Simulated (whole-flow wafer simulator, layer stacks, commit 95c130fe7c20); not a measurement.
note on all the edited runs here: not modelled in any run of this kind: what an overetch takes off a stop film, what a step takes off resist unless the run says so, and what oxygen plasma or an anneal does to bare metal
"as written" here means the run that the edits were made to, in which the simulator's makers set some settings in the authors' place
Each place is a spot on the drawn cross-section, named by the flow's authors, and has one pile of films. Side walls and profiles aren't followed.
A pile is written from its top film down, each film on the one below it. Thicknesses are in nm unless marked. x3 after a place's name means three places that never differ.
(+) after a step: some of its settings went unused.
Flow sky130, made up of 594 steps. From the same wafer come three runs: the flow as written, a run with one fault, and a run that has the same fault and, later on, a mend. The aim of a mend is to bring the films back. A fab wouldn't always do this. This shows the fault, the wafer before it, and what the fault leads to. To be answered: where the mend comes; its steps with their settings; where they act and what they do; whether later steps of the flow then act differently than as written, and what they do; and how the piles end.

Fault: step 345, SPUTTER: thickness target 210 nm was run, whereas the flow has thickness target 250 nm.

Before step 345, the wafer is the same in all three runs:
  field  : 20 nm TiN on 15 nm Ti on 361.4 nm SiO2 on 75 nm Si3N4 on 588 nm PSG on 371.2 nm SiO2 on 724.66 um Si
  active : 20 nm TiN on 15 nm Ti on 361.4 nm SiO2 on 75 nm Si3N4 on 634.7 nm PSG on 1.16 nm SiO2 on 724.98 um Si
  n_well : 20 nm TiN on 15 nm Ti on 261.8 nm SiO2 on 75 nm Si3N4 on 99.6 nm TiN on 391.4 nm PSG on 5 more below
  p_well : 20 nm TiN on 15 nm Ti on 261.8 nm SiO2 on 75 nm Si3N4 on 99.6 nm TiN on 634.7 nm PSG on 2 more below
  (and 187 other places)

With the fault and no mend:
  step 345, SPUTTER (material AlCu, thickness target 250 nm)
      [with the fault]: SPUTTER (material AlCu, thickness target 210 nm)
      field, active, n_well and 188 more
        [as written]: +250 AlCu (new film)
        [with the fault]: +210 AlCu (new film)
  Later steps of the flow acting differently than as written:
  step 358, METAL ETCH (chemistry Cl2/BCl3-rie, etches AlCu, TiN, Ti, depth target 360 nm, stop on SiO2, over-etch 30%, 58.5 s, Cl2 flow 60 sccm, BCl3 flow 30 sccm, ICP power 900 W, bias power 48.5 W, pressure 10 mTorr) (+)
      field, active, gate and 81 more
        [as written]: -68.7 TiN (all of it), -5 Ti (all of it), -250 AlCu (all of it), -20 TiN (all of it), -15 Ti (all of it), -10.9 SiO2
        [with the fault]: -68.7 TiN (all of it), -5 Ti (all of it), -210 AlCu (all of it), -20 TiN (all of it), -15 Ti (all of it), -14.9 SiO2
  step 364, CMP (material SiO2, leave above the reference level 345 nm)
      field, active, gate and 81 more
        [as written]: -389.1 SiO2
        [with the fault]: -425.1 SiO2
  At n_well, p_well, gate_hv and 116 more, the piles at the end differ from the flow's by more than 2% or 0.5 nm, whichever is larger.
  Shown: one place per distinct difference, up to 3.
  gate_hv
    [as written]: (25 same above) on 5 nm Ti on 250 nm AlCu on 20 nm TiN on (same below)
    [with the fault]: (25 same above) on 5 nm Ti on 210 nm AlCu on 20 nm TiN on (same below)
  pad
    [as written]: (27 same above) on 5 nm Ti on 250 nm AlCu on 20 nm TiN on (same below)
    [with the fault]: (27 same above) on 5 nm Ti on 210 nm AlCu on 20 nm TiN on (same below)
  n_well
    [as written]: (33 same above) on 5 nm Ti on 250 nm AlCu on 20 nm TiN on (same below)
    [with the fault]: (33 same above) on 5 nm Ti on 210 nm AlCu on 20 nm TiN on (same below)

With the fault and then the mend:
  The mend stands after step 345.
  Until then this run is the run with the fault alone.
  step 345a, SPUTTER (material AlCu, thickness target 40 nm) (the flow's step 345, run once more with other settings)
      field, active, n_well and 188 more
        +40 AlCu
  Every later step of the flow that is run acts as written at every place that is followed.
  The piles end the same as the flow's at every place that both follow.
